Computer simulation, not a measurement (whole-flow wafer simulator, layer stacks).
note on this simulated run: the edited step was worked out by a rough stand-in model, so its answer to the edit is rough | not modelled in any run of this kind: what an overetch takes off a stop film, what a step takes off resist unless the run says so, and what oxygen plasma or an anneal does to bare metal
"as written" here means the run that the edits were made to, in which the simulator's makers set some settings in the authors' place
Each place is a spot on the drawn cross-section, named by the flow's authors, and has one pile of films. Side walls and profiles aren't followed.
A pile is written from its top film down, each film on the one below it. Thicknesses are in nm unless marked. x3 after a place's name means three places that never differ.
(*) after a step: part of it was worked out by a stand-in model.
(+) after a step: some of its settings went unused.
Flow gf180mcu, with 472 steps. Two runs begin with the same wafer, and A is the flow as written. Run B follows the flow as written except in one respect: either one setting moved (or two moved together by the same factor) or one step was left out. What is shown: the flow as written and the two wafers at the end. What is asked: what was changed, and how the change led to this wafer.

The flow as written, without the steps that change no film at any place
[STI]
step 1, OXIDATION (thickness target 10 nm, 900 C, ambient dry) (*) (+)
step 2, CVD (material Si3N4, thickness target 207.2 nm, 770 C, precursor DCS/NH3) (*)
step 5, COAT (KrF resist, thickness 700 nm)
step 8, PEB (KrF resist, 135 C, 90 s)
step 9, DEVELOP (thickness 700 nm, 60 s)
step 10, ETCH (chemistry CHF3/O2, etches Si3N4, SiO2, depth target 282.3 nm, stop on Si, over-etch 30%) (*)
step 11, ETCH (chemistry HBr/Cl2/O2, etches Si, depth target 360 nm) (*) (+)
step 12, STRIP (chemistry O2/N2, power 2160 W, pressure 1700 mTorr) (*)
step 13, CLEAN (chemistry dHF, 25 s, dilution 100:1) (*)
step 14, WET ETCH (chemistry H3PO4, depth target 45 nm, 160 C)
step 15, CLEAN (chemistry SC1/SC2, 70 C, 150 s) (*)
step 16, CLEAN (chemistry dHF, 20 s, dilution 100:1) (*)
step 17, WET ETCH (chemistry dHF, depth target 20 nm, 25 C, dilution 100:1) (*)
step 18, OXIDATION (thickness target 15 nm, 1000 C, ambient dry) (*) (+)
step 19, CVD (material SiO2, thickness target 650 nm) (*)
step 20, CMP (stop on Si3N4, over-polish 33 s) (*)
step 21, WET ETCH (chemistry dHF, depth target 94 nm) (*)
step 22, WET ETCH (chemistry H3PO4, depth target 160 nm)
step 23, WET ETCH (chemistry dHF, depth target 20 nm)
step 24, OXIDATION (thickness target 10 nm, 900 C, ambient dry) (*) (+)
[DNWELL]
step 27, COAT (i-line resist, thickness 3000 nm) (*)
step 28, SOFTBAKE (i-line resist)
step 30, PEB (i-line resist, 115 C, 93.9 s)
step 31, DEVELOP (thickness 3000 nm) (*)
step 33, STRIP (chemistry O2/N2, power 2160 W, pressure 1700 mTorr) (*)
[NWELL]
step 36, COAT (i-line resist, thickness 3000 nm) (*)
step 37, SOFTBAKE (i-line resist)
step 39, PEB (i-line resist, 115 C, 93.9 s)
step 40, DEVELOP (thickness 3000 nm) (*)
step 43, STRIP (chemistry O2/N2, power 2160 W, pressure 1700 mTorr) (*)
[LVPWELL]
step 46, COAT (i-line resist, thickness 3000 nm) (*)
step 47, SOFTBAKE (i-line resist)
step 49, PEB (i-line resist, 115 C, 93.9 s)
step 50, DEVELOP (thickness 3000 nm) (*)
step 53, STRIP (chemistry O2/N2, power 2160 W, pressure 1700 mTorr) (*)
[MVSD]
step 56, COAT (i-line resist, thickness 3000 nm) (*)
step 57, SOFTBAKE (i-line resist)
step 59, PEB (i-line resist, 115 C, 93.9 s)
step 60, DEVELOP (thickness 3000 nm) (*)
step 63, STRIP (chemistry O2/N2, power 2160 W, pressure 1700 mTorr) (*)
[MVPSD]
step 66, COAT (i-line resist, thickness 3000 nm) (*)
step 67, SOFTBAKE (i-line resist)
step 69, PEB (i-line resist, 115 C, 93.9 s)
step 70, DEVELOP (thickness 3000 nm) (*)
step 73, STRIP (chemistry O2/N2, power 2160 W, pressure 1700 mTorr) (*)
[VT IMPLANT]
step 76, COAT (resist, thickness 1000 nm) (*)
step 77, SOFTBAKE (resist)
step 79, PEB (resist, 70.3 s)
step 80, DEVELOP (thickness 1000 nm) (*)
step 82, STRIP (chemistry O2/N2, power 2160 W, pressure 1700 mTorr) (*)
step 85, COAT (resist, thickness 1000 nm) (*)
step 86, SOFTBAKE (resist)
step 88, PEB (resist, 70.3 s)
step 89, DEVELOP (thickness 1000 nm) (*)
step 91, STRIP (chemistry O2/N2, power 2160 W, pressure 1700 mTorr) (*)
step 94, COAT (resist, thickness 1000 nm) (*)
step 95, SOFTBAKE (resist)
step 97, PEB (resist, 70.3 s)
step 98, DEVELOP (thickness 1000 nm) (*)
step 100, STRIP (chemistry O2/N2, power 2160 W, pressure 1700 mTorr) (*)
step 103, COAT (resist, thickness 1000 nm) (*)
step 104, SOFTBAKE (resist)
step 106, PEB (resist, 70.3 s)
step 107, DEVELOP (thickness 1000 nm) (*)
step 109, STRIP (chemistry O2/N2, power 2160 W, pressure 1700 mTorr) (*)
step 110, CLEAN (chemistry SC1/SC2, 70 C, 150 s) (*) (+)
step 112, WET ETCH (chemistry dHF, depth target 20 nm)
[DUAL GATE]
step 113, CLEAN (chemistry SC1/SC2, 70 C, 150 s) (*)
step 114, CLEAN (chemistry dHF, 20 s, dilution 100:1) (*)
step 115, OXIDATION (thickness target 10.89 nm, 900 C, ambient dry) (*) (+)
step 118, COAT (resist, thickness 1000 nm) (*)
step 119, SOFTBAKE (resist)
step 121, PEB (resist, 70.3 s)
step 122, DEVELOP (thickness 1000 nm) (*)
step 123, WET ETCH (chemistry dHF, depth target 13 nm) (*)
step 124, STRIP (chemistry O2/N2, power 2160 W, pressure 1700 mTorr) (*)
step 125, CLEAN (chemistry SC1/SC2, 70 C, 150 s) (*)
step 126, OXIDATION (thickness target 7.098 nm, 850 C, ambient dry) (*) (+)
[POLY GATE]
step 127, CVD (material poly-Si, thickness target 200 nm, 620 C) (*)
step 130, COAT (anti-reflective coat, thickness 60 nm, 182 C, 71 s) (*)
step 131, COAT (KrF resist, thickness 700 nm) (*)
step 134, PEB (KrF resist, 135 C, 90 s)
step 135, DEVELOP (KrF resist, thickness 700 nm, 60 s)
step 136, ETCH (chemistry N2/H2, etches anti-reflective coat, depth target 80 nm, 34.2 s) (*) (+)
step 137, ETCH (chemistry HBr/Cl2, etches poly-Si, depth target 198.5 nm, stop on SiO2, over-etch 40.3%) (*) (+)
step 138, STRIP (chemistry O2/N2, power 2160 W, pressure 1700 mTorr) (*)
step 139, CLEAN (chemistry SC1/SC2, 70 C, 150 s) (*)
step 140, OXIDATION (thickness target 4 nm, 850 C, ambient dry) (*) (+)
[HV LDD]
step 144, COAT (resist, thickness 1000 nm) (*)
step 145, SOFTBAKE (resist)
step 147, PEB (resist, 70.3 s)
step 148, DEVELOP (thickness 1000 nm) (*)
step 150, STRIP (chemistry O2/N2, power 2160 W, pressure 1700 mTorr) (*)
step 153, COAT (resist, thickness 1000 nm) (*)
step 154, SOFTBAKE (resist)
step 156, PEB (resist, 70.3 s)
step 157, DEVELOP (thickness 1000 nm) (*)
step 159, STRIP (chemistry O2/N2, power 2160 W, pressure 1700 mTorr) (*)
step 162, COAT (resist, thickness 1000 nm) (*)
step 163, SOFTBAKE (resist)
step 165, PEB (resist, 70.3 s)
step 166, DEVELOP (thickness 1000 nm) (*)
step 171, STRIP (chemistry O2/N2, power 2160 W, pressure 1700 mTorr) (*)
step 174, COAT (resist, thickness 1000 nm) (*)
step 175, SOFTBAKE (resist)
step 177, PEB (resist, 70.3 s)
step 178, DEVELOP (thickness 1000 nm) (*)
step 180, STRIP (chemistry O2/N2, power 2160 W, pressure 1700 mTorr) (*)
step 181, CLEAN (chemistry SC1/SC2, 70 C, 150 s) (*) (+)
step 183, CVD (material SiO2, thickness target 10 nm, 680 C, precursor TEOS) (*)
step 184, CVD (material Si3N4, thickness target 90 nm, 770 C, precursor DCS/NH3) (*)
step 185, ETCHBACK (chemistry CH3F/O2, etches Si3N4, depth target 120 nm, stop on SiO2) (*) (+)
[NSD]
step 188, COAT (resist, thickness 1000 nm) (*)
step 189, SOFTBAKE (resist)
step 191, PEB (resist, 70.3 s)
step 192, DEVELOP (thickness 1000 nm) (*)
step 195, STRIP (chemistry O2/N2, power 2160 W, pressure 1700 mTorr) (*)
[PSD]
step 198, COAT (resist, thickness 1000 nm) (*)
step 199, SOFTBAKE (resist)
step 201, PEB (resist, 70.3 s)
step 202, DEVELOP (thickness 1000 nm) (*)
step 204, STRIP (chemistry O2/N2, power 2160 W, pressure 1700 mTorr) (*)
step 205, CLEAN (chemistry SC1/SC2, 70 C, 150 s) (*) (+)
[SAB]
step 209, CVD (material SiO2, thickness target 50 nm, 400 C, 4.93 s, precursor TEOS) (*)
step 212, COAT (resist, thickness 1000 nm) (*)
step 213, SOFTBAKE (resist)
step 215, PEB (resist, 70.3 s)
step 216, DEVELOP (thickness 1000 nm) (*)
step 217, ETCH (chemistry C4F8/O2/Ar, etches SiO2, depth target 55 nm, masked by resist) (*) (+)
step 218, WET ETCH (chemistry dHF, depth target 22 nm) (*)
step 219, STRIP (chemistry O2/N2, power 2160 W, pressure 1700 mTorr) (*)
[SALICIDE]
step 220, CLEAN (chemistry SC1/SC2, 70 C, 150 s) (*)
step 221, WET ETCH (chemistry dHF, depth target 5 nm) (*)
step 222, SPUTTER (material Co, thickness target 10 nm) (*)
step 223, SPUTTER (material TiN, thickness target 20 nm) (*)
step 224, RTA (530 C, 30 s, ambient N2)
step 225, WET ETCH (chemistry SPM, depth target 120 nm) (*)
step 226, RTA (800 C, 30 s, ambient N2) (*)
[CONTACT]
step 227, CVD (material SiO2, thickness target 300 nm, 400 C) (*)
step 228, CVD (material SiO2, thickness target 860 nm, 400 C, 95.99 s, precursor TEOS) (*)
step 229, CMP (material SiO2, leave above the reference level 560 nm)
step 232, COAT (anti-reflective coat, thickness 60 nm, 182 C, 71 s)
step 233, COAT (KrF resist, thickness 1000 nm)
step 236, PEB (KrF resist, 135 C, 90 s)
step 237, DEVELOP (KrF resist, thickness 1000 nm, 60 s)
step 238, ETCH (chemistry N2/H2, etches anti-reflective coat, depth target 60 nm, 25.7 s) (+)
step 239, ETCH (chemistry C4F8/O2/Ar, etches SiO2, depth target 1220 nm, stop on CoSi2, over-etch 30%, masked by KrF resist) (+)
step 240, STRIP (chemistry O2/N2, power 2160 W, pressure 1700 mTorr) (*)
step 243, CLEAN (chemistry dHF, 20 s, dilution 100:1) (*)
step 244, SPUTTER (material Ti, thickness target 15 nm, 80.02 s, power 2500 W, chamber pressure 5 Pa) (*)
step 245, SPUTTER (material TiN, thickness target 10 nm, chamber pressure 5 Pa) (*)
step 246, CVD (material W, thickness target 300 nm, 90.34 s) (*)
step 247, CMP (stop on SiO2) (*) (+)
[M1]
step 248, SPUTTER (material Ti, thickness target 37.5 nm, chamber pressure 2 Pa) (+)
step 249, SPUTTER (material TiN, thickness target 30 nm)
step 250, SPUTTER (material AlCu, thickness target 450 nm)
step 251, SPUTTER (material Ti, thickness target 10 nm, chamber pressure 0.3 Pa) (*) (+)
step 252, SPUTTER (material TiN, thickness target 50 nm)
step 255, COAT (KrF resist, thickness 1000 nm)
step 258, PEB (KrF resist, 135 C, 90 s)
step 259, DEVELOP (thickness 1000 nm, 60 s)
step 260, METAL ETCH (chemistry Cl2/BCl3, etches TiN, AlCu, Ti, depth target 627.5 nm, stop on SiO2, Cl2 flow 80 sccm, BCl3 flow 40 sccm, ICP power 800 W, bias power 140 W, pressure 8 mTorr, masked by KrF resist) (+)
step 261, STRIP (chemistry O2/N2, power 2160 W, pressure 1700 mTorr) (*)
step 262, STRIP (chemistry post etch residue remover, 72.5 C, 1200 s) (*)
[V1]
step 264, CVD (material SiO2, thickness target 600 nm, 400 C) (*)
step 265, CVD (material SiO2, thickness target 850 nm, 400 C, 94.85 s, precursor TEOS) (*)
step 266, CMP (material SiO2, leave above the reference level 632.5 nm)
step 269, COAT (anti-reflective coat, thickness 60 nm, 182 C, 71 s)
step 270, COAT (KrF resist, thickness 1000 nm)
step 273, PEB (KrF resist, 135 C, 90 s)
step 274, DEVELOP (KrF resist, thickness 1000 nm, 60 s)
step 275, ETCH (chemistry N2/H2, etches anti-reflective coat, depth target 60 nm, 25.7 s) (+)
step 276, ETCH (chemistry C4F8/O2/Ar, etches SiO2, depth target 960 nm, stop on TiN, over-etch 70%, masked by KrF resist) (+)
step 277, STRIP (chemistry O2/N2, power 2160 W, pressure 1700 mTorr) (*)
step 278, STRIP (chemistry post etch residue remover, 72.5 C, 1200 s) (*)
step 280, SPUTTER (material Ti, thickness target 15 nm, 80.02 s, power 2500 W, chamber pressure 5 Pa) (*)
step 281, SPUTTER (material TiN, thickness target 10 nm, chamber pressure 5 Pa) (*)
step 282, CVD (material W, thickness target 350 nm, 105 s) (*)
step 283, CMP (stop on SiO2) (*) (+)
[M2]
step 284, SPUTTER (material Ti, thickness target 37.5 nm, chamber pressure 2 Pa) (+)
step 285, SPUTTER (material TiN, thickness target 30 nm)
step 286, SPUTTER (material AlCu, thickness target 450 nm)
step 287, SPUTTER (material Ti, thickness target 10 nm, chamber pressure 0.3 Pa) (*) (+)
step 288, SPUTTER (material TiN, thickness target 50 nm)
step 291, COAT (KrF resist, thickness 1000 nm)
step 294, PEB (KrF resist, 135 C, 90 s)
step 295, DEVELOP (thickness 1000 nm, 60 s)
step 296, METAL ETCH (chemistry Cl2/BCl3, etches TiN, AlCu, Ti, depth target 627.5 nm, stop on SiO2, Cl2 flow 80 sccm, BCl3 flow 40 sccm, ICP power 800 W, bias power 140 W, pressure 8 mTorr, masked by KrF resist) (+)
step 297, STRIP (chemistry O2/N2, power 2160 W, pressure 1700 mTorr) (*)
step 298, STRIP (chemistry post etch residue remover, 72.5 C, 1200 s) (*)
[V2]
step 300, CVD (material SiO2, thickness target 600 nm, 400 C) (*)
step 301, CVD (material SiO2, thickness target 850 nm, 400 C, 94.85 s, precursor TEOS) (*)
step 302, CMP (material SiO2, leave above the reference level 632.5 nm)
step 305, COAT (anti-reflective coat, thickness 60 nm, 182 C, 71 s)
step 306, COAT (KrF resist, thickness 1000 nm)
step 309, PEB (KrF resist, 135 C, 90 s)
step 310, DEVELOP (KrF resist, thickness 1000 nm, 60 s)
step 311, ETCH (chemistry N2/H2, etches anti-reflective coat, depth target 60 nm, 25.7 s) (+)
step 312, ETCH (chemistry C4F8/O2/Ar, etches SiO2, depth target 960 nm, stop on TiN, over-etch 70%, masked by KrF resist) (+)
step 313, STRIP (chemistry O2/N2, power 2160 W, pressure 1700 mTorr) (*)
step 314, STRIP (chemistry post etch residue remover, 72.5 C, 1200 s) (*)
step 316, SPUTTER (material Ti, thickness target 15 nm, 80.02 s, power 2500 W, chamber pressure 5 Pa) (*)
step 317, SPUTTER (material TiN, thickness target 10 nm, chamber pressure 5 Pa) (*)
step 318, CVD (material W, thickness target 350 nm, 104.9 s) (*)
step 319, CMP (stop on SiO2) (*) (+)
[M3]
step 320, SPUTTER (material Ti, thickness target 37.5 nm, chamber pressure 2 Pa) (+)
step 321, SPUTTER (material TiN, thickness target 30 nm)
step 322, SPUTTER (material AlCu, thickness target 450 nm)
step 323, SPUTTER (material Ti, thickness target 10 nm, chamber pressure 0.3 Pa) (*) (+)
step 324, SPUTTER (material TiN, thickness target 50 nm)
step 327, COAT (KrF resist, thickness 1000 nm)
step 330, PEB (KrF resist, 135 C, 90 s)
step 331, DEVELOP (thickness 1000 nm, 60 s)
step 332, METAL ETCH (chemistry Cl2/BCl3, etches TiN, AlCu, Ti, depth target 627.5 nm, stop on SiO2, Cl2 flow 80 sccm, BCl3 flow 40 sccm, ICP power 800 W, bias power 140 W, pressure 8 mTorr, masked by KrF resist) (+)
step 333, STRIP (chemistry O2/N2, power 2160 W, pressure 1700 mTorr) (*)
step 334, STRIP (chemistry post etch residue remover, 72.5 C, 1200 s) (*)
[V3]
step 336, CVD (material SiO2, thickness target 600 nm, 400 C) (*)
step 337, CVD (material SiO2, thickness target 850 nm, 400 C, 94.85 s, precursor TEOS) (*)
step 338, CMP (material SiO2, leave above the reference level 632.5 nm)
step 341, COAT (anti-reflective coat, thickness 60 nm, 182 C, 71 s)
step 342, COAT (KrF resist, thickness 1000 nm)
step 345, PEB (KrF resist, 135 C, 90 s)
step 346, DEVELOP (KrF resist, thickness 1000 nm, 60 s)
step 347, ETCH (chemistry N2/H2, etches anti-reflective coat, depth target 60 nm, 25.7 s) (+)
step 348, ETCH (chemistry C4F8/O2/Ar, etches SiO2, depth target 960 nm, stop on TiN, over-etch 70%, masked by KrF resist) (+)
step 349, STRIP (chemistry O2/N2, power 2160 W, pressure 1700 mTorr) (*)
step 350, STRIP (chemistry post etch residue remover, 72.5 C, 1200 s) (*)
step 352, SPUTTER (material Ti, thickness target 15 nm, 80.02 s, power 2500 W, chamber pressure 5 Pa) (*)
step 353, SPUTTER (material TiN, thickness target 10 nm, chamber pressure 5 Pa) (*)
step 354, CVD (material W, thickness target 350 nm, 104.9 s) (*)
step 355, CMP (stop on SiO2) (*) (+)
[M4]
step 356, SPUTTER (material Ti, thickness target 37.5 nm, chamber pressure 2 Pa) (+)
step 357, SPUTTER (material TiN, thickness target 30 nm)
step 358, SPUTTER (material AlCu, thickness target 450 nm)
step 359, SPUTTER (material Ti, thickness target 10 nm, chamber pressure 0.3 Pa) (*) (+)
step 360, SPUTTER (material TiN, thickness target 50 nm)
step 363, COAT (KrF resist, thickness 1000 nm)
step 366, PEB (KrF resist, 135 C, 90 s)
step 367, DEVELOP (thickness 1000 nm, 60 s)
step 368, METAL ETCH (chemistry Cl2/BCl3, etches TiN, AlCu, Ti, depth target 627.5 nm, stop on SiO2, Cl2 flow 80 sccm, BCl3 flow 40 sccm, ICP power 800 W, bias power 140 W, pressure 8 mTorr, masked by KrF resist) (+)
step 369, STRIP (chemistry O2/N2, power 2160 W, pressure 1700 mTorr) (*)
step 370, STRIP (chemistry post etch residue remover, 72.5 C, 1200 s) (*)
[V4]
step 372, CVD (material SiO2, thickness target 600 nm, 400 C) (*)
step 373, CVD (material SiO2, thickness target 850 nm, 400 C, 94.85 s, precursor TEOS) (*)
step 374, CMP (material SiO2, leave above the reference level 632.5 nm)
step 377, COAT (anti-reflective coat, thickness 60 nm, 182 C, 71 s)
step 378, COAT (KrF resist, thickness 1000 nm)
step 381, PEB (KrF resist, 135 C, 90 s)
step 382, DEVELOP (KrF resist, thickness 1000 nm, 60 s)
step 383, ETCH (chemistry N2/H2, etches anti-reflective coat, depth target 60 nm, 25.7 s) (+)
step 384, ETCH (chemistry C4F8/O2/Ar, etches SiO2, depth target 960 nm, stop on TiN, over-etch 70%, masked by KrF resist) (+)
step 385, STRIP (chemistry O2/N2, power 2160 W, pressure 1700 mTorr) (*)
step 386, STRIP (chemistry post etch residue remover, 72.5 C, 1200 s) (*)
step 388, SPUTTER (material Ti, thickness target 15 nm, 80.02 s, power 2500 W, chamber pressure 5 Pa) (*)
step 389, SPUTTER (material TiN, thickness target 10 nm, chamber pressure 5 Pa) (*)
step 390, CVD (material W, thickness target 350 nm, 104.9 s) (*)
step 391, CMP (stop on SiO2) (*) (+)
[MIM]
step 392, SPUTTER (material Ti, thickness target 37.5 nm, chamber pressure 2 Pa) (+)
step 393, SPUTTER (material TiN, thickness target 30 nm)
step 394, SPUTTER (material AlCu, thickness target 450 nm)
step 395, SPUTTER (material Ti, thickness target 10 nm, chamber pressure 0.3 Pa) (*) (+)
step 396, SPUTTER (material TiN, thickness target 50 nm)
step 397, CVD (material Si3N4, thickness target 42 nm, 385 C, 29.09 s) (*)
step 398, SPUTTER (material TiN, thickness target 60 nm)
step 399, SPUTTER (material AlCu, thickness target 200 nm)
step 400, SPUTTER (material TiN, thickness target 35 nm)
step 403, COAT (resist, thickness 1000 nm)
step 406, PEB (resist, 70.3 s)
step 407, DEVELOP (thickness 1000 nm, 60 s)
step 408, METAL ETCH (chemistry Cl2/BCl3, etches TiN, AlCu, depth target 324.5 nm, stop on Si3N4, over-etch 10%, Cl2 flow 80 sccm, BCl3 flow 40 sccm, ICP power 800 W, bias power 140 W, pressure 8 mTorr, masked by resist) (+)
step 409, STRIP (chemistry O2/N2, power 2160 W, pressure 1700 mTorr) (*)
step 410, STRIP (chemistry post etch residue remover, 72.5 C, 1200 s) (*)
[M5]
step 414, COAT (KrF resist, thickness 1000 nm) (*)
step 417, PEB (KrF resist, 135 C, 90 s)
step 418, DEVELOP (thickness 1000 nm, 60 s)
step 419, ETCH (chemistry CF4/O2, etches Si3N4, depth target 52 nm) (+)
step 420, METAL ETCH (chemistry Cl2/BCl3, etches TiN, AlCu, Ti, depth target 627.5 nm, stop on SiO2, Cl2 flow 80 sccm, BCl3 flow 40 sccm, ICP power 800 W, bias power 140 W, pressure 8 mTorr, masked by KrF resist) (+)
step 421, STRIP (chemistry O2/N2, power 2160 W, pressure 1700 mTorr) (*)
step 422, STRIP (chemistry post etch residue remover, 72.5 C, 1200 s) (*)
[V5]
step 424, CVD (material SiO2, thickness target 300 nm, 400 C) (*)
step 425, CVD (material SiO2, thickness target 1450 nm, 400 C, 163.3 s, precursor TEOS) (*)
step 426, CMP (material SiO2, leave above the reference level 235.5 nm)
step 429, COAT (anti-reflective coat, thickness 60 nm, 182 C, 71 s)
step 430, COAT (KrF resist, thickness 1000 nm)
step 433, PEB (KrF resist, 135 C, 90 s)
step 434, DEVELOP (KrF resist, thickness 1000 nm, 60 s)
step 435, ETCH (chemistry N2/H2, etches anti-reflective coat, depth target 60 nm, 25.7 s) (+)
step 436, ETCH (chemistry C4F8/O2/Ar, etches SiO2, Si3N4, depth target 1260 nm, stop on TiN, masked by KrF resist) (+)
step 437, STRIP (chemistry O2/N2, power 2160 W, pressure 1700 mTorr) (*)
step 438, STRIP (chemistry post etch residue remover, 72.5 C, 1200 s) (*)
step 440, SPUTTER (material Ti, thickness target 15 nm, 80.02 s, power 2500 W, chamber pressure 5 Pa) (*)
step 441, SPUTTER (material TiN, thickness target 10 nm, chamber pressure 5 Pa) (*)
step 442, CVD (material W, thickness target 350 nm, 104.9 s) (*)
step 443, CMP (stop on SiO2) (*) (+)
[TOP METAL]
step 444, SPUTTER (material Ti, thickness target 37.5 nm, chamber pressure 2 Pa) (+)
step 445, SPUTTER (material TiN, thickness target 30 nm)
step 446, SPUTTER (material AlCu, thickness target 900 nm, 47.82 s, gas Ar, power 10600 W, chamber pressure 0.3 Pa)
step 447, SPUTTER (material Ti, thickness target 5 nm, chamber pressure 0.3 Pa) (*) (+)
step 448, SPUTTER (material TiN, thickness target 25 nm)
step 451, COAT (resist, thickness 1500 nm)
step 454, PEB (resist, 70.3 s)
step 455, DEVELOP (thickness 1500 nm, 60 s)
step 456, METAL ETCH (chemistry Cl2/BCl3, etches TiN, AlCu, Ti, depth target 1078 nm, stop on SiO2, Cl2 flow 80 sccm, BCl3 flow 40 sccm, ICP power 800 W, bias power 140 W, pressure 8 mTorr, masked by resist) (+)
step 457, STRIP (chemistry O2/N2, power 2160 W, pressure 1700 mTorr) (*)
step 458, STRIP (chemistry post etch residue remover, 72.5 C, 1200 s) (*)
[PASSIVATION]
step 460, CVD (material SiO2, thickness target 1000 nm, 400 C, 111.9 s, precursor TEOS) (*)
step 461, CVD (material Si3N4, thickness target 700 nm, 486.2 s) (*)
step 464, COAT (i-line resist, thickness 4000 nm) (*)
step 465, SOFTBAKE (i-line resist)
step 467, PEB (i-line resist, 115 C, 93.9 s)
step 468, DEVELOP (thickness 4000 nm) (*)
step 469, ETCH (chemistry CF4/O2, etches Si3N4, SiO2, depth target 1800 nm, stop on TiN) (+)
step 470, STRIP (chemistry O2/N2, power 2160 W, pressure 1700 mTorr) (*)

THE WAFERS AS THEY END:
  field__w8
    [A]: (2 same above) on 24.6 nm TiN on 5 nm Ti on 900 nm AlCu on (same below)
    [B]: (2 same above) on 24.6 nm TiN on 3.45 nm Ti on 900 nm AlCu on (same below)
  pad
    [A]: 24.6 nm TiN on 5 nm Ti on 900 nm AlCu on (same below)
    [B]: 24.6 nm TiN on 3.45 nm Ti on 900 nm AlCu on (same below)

The reason: step 447, SPUTTER: thickness target 3.45 nm was run, while the flow as written has thickness target 5 nm.
The wafer itself shows it: field__w8 has Ti 3.45, and step 447 as written asks for 5 nm.

How this came from the change, step by step:
  step 447, SPUTTER (material Ti, thickness target 5 nm, chamber pressure 0.3 Pa) (*) (+)
      field, field__w1, field__w2 and 109 more: A Ti gains 5 (new film) | B Ti gains 3.45 (new film)
  step 456, METAL ETCH (chemistry Cl2/BCl3, etches TiN, AlCu, Ti, depth target 1078 nm, stop on SiO2, Cl2 flow 80 sccm, BCl3 flow 40 sccm, ICP power 800 W, bias power 140 W, pressure 8 mTorr, masked by resist) (+)
      field, field__w1, field__w2 and 103 more: A TiN loses 25 (all of it), Ti loses 5 (all of it), AlCu loses 900 (all of it), TiN loses 30 (all of it), Ti loses 37.5 (all of it) | B TiN loses 25 (all of it), Ti loses 3.45 (all of it), AlCu loses 900 (all of it), TiN loses 30 (all of it), Ti loses 37.5 (all of it)
